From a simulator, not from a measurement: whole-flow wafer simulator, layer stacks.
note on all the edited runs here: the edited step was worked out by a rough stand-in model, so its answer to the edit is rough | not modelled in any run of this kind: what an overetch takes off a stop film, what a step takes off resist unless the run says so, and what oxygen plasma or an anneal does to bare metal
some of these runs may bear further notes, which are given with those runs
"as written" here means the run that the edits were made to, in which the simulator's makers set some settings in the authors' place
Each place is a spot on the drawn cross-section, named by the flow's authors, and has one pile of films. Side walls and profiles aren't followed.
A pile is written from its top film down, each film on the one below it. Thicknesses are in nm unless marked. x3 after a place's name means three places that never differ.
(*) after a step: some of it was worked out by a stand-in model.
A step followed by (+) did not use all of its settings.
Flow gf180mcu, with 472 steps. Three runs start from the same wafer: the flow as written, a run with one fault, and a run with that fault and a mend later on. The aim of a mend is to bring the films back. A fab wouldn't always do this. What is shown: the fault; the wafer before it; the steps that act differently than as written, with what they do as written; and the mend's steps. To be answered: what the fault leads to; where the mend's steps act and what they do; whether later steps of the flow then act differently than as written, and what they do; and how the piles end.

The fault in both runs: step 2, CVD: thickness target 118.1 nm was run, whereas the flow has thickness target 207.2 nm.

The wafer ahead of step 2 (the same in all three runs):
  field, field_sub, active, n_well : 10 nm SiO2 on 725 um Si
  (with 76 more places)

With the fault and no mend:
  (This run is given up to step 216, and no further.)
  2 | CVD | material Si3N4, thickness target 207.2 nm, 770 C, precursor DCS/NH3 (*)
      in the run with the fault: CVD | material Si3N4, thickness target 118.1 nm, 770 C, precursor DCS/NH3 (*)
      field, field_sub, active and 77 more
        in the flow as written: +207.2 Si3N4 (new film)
        in the run with the fault: +118.1 Si3N4 (new film)
  Steps later in the flow that act otherwise than as written (not shown: 9 more steps that differ only slightly, by at most 2% or 0.5 nm, whichever is larger):
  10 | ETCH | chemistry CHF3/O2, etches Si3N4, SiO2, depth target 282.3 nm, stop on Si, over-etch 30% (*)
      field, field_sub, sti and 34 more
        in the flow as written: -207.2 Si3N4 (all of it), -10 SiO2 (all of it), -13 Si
        in the run with the fault: -118.1 Si3N4 (all of it), -10 SiO2 (all of it), -30.8 Si
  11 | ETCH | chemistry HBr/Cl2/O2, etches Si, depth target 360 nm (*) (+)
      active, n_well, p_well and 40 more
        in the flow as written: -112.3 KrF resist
        in the run with the fault: -106.4 KrF resist
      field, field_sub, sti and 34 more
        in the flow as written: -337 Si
        in the run with the fault: -319.2 Si
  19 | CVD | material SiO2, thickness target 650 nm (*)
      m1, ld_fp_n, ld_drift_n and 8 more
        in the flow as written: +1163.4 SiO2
        in the run with the fault: +1074.3 SiO2
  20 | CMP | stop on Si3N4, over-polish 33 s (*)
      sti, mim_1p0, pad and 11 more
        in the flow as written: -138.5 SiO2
        in the run with the fault: -227.5 SiO2
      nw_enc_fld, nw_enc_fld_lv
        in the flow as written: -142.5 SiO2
        in the run with the fault: -231.6 SiO2
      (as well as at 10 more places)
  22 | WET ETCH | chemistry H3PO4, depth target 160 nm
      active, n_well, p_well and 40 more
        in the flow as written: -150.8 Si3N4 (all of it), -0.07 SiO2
        in the run with the fault: -61.7 Si3N4 (all of it), -0.77 SiO2
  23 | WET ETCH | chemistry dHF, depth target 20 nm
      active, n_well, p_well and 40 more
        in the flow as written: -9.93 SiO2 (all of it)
        in the run with the fault: -9.23 SiO2 (all of it)
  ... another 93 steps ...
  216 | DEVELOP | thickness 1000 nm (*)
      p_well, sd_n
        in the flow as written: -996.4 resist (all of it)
        in the run with the fault: -909.9 resist (all of it)
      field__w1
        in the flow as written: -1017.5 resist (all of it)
        in the run with the fault: -1059.9 resist (all of it)
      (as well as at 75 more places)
  Once step 216 is done, the piles at field, field__w1, field__w2 and 68 more depart from the flow's by more than 2% or 0.5 nm, whichever is larger.
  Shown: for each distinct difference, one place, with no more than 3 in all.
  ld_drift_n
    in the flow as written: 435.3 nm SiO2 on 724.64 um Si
    in the run with the fault: 20 nm SiO2 on 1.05 nm Si3N4 on 300.9 nm SiO2 on 724.63 um Si
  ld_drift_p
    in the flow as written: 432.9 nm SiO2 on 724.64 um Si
    in the run with the fault: 20 nm SiO2 on 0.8 nm Si3N4 on 301 nm SiO2 on 724.63 um Si
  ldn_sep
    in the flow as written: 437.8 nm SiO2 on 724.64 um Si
    in the run with the fault: 349.4 nm SiO2 on 724.63 um Si

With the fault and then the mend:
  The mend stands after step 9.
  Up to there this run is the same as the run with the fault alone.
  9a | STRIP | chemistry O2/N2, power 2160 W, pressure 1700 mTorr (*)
      active, n_well, p_well and 40 more
        -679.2 KrF resist (all of it)
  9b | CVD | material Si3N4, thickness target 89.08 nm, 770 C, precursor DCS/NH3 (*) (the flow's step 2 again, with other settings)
      field, field_sub, active and 77 more
        +89.1 Si3N4
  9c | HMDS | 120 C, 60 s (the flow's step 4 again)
      alters no film at any place that is followed
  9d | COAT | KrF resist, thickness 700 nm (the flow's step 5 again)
      field, field_sub, active and 77 more
        +700 KrF resist (new film)
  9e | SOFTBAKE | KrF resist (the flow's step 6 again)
      alters no film at any place that is followed
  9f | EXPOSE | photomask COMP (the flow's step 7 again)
      alters no film at any place that is followed
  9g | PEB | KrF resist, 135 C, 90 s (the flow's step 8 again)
      field, field_sub, active and 77 more
        -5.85 KrF resist
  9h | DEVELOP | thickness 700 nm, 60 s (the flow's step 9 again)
      active, n_well, p_well and 40 more
        -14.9 KrF resist
      field, field_sub, sti and 34 more
        -694.2 KrF resist (all of it)
  Later steps of the flow that are run all act as written at every place that is followed, up to a difference of at most 2% or 0.5 nm, whichever is larger.
  By the end, the piles equal the flow's at every place that both follow.
